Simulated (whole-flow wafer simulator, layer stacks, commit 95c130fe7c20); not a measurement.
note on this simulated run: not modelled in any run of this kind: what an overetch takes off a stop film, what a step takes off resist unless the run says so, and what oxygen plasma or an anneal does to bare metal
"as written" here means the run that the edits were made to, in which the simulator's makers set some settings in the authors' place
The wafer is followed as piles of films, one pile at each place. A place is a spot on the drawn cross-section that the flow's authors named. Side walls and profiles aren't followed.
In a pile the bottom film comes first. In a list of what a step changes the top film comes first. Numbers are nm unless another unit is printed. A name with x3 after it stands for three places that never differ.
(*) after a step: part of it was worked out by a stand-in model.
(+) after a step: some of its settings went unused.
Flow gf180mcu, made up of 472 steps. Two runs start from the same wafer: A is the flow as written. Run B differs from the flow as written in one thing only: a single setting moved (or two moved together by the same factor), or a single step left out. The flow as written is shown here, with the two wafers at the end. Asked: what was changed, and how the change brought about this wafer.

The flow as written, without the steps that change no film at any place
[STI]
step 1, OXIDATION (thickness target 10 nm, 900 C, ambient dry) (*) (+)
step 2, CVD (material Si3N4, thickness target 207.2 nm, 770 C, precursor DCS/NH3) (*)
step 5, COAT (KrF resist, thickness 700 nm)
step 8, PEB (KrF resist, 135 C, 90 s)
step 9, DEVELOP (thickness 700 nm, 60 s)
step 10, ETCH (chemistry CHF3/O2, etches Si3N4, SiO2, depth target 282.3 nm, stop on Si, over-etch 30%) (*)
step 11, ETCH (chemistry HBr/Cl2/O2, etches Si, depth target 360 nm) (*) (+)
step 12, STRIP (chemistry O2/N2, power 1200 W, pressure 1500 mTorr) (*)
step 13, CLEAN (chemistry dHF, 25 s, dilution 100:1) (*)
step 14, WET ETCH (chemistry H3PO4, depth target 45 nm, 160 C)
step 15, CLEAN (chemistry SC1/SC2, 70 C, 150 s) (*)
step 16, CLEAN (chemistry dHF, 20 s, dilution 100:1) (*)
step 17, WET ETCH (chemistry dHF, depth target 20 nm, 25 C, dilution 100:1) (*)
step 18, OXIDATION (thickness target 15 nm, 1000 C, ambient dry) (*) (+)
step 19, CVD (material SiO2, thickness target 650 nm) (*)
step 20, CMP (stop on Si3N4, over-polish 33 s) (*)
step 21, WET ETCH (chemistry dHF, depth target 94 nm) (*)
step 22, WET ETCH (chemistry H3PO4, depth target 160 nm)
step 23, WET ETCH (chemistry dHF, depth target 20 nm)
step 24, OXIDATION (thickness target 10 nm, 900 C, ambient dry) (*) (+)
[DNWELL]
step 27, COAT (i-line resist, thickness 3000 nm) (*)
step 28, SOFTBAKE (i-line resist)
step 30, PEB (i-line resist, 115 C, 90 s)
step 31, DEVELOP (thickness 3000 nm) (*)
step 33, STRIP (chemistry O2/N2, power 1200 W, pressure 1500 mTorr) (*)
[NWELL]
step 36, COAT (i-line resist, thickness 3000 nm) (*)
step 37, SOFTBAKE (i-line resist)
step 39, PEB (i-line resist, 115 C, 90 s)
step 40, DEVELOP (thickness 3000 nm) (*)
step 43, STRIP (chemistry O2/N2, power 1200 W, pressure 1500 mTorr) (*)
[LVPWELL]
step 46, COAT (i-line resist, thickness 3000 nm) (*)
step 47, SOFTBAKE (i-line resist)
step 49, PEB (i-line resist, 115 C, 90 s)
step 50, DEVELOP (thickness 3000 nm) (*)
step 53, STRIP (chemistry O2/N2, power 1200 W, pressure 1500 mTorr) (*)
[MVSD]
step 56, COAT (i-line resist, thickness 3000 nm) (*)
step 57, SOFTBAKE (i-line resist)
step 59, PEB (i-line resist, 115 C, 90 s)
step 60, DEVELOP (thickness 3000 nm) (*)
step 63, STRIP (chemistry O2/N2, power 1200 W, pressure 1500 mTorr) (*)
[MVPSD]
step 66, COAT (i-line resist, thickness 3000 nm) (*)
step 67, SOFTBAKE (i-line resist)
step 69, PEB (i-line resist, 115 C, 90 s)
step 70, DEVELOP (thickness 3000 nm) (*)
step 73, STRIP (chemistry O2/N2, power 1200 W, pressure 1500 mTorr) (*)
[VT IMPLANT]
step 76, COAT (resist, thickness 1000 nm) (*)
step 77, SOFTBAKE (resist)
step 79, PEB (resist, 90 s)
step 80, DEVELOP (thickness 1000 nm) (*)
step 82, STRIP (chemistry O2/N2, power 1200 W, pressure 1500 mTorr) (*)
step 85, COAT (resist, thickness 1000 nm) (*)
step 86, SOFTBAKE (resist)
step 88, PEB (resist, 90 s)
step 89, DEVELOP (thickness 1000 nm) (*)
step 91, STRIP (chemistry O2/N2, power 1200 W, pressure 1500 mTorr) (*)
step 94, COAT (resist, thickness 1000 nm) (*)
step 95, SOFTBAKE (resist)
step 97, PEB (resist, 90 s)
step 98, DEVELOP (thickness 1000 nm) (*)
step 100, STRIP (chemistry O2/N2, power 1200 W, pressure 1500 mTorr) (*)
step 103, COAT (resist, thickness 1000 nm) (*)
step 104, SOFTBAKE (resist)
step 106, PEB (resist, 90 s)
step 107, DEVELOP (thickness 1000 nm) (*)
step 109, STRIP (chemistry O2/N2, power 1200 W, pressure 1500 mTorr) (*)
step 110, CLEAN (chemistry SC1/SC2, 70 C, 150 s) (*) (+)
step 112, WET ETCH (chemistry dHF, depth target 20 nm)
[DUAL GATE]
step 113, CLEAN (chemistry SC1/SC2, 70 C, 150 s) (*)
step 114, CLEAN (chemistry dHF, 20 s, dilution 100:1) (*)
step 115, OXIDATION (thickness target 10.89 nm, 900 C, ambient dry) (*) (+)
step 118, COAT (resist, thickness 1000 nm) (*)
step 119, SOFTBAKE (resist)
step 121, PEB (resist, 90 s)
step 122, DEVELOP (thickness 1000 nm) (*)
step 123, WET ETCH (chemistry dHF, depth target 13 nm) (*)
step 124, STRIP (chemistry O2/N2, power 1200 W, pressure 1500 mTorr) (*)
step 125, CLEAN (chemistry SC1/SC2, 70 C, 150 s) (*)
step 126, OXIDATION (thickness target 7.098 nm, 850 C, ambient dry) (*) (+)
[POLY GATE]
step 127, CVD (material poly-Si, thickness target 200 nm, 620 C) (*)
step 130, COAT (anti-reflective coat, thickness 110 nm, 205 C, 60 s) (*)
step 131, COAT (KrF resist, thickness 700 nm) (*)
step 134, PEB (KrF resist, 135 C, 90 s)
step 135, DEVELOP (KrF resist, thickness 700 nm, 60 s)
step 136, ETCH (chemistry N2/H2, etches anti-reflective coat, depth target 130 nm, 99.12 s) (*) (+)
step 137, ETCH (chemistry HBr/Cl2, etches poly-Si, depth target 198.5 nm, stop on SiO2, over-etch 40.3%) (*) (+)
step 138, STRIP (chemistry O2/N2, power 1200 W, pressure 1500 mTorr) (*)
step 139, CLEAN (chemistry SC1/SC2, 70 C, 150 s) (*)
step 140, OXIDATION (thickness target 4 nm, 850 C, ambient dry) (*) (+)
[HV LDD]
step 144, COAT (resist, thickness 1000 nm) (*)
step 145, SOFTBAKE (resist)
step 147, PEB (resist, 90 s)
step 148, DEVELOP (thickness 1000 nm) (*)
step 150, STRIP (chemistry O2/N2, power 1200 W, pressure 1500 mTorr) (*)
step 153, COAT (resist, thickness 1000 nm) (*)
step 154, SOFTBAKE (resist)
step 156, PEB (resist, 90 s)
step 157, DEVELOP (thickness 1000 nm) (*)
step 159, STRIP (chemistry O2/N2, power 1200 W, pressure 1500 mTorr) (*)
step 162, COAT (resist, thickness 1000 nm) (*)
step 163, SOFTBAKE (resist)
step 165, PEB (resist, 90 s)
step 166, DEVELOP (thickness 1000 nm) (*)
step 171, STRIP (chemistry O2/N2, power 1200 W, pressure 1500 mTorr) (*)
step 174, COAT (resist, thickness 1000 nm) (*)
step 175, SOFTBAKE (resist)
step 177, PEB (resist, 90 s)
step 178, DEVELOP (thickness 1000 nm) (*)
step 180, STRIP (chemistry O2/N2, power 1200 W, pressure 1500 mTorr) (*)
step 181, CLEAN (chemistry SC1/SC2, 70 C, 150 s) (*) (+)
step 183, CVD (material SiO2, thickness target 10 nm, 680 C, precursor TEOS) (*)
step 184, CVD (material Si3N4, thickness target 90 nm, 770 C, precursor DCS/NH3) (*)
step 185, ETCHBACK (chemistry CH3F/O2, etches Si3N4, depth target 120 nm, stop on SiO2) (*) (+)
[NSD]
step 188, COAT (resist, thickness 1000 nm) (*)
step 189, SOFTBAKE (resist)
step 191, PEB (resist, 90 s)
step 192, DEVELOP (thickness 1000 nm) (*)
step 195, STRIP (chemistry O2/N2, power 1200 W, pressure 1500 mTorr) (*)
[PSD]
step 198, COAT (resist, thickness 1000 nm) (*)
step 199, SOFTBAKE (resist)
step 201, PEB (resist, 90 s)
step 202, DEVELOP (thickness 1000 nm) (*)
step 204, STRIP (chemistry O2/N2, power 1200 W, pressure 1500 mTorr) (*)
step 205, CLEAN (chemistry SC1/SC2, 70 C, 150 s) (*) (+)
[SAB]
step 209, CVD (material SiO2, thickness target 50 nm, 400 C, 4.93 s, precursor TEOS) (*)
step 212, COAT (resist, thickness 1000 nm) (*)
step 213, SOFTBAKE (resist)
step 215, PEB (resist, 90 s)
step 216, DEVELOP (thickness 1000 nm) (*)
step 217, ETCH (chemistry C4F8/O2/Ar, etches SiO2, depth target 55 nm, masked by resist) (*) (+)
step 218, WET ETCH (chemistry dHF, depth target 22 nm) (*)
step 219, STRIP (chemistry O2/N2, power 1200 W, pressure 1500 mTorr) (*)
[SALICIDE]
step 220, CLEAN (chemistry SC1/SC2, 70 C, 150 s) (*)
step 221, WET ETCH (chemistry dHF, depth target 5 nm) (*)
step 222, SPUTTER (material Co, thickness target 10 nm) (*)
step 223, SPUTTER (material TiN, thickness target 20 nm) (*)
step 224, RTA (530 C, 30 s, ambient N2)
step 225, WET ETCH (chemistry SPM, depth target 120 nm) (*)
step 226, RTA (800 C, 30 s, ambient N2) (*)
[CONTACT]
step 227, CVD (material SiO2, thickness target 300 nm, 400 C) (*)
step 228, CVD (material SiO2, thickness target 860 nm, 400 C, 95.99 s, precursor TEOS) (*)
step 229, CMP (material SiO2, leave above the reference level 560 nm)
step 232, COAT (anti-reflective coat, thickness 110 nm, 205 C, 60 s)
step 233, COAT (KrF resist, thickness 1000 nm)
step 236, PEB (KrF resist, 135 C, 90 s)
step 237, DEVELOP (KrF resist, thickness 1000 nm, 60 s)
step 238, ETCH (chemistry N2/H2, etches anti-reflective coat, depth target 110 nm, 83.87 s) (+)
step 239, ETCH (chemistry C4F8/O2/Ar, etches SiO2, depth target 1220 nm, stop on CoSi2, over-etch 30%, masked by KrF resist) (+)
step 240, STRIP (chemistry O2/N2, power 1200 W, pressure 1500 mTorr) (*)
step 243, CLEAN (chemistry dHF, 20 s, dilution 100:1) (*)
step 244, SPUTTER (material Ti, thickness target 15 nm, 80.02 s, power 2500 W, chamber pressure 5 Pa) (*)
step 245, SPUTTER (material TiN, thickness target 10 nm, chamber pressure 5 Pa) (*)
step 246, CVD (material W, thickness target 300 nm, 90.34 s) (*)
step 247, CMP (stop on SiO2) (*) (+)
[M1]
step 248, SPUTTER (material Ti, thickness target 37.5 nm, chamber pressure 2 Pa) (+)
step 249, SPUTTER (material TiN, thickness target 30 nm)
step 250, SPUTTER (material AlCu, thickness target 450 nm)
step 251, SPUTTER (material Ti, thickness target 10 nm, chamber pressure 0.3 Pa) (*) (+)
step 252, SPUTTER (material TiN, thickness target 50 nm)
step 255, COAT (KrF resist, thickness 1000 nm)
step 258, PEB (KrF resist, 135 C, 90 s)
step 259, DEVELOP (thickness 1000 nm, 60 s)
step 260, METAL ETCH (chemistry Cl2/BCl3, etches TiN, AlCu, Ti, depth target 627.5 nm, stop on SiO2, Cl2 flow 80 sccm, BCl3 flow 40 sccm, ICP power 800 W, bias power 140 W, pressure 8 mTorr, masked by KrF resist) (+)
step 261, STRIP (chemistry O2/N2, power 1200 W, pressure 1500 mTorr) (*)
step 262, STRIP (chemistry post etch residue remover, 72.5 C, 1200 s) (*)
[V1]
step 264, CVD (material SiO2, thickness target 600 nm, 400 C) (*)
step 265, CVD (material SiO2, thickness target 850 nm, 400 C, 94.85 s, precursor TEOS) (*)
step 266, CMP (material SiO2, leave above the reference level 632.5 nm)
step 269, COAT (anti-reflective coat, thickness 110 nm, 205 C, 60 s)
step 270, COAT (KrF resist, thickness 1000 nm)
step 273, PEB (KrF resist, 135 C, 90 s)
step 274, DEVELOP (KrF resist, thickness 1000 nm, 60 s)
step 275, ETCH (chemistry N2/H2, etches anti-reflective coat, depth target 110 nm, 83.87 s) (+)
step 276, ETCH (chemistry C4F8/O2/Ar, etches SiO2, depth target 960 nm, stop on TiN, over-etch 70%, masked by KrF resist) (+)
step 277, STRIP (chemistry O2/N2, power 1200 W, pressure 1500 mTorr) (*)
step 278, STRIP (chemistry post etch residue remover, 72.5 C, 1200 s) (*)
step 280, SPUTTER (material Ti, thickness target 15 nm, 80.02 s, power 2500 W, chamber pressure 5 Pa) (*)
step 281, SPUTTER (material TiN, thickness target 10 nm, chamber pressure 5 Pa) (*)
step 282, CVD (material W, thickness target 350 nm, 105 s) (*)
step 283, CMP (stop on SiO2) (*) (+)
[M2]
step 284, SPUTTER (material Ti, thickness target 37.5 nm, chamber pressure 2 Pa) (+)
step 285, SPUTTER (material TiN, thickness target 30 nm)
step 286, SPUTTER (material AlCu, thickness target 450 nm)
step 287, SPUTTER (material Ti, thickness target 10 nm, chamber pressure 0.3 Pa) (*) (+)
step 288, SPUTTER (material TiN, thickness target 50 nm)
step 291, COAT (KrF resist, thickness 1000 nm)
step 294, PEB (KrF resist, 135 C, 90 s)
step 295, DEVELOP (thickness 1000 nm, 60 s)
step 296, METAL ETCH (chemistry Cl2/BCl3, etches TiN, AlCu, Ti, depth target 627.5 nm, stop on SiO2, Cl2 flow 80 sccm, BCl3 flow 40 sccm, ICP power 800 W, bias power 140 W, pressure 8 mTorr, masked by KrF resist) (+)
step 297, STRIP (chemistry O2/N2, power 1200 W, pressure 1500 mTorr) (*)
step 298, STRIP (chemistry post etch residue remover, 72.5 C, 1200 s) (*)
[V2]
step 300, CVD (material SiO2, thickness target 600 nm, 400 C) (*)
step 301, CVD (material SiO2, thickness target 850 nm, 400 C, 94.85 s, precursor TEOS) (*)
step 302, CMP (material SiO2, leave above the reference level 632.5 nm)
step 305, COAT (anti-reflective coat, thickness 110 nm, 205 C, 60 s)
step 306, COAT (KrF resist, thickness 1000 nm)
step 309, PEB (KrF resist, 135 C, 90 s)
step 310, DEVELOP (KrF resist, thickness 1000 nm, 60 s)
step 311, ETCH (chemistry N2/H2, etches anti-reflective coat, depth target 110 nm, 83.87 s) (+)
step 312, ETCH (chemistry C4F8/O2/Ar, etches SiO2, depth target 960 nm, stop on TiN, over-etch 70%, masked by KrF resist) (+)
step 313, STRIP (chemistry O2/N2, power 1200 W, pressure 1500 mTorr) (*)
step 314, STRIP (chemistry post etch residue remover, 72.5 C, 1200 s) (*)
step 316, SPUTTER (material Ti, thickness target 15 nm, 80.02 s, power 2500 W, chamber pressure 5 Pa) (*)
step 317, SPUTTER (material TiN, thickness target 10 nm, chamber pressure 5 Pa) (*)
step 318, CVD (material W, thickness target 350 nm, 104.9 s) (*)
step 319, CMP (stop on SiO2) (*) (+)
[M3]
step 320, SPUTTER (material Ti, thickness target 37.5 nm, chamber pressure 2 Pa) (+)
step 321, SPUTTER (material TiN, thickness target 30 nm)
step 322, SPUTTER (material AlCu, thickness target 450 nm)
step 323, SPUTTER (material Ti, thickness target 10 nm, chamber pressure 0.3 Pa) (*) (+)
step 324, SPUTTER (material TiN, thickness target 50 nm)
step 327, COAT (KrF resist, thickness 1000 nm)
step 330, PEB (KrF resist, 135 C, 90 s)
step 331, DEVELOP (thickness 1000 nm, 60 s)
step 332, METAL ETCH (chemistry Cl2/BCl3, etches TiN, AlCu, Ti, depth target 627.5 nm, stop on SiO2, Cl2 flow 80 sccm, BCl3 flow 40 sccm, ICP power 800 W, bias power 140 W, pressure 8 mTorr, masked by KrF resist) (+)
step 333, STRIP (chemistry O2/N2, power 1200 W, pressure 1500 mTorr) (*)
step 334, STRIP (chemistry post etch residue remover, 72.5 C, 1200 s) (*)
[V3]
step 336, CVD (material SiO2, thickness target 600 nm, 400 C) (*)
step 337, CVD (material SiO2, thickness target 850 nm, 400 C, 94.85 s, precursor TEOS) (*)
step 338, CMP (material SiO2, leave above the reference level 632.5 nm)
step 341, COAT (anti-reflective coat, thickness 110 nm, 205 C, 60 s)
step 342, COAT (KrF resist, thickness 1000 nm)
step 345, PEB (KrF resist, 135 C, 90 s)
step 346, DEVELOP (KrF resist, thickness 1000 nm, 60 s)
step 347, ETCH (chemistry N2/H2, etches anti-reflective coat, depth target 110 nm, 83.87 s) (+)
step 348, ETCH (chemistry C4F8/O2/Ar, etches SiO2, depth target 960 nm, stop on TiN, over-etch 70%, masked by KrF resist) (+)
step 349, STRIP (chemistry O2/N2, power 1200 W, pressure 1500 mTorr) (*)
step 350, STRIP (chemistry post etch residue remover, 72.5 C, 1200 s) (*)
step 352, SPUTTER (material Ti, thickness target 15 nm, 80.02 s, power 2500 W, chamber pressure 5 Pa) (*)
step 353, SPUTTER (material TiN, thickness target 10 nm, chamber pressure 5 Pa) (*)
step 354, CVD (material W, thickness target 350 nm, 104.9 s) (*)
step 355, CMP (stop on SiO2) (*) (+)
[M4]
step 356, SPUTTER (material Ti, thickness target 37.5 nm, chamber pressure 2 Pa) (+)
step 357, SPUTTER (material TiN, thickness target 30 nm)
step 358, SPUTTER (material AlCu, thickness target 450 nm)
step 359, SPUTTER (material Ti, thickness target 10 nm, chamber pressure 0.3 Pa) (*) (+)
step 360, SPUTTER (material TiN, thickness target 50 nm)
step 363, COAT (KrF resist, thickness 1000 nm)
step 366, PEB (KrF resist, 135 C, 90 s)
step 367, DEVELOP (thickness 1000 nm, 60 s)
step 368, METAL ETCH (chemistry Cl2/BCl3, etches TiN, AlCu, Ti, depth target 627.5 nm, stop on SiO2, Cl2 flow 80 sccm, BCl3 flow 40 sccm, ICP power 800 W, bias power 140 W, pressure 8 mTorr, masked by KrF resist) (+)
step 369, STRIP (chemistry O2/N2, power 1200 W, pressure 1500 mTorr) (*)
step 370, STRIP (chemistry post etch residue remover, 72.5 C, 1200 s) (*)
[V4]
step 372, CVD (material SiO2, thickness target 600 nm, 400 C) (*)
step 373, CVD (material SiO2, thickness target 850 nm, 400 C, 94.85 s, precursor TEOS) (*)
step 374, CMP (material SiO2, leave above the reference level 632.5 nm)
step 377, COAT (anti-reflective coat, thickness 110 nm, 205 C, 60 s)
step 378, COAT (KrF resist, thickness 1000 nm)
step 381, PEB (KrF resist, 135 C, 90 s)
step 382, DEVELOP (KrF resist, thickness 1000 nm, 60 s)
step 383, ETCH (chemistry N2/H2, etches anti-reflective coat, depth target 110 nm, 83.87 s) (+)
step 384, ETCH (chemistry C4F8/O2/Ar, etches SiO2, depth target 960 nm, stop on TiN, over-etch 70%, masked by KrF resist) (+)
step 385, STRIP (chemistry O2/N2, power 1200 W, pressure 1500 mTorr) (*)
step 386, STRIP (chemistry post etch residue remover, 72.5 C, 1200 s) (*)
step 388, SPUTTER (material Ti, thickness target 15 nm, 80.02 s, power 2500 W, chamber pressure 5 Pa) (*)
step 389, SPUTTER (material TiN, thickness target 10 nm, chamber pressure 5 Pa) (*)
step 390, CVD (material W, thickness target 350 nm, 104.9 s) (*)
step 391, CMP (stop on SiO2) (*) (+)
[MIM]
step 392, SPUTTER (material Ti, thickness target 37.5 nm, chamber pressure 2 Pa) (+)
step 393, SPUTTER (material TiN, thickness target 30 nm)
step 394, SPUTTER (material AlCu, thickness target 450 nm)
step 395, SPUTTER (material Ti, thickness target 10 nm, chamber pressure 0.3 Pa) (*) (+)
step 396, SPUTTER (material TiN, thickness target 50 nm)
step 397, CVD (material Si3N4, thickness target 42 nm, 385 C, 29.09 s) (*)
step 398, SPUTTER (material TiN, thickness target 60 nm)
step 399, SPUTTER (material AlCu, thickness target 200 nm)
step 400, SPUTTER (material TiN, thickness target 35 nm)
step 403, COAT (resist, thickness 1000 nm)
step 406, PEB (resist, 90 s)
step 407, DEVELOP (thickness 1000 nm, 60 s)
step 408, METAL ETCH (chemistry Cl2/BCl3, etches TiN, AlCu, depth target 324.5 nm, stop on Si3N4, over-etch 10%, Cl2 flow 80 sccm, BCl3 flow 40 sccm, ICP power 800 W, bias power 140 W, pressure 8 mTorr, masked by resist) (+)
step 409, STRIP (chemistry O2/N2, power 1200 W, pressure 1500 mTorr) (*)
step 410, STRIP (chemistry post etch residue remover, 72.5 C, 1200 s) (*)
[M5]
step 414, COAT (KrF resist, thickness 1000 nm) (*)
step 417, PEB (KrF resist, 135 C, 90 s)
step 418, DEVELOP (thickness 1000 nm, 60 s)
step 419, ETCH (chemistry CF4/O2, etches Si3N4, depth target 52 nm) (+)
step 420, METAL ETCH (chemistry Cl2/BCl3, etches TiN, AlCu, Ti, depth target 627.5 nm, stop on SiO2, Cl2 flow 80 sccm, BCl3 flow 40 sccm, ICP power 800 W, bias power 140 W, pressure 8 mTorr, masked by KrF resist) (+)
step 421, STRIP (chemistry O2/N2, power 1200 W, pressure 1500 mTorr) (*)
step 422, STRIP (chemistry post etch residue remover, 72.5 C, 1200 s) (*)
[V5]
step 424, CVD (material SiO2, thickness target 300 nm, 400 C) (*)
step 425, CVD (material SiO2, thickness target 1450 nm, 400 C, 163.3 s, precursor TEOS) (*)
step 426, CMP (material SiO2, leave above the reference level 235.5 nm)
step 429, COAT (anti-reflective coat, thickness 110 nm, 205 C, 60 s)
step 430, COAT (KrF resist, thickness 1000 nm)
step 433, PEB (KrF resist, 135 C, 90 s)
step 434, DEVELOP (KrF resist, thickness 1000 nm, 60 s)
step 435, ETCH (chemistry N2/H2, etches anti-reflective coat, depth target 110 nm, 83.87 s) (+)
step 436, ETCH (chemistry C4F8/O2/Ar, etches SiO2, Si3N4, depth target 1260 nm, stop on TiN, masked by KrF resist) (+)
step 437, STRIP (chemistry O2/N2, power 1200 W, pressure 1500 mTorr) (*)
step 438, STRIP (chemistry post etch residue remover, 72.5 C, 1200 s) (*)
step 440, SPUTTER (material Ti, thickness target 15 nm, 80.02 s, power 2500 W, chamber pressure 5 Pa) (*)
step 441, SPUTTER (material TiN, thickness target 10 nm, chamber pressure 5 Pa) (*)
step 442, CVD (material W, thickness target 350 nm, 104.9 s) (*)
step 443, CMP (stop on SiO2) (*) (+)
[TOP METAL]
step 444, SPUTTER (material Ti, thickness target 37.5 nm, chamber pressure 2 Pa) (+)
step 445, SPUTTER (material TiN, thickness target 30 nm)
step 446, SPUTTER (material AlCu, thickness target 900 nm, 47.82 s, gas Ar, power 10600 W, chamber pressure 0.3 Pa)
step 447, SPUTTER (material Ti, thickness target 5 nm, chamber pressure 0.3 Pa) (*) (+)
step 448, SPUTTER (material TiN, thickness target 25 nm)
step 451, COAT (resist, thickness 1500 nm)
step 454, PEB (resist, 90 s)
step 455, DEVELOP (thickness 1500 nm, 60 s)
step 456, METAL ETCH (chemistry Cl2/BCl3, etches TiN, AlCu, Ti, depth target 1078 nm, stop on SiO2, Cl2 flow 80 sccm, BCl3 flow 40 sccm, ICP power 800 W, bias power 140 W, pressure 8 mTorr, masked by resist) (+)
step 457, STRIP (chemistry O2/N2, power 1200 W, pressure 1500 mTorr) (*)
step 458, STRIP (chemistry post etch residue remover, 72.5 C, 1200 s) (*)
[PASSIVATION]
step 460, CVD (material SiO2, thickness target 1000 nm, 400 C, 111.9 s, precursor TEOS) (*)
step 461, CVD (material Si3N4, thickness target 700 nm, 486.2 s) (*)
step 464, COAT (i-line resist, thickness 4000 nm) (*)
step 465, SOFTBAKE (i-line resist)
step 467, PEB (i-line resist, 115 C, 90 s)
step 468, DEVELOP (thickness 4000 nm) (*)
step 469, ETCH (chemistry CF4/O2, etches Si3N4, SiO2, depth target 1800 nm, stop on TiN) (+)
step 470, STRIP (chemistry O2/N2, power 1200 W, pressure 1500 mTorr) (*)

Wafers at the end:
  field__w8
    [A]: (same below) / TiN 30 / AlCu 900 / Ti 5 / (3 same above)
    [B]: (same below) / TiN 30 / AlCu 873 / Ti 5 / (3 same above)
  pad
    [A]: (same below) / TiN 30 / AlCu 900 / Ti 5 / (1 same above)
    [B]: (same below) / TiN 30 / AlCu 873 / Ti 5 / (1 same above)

What caused this: step 446, SPUTTER: thickness target 873 nm was run, whereas the flow has thickness target 900 nm.
The wafer itself shows it: field__w8 has AlCu 873, and step 446 as written asks for 900 nm.

Step by step, how the change led to this:
  step 446, SPUTTER (material AlCu, thickness target 900 nm, 47.82 s, gas Ar, power 10600 W, chamber pressure 0.3 Pa)
      field, field__w1, field__w2 and 109 more: A +900 AlCu (new film) | B +873 AlCu (new film)
  step 456, METAL ETCH (chemistry Cl2/BCl3, etches TiN, AlCu, Ti, depth target 1078 nm, stop on SiO2, Cl2 flow 80 sccm, BCl3 flow 40 sccm, ICP power 800 W, bias power 140 W, pressure 8 mTorr, masked by resist) (+)
      field, field__w1, field__w2 and 103 more: A -25 TiN (all of it), -5 Ti (all of it), -900 AlCu (all of it), -30 TiN (all of it), -37.5 Ti (all of it) | B -25 TiN (all of it), -5 Ti (all of it), -873 AlCu (all of it), -30 TiN (all of it), -37.5 Ti (all of it)
  step 465, SOFTBAKE (i-line resist)
      field__w11, field__w13, nw_enc_fld_lv__w4: A +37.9 i-line resist | B +36.4 i-line resist
      active_hv, ld_gate_n: A +28.2 i-line resist | B +27 i-line resist
      (also at 59 further places)
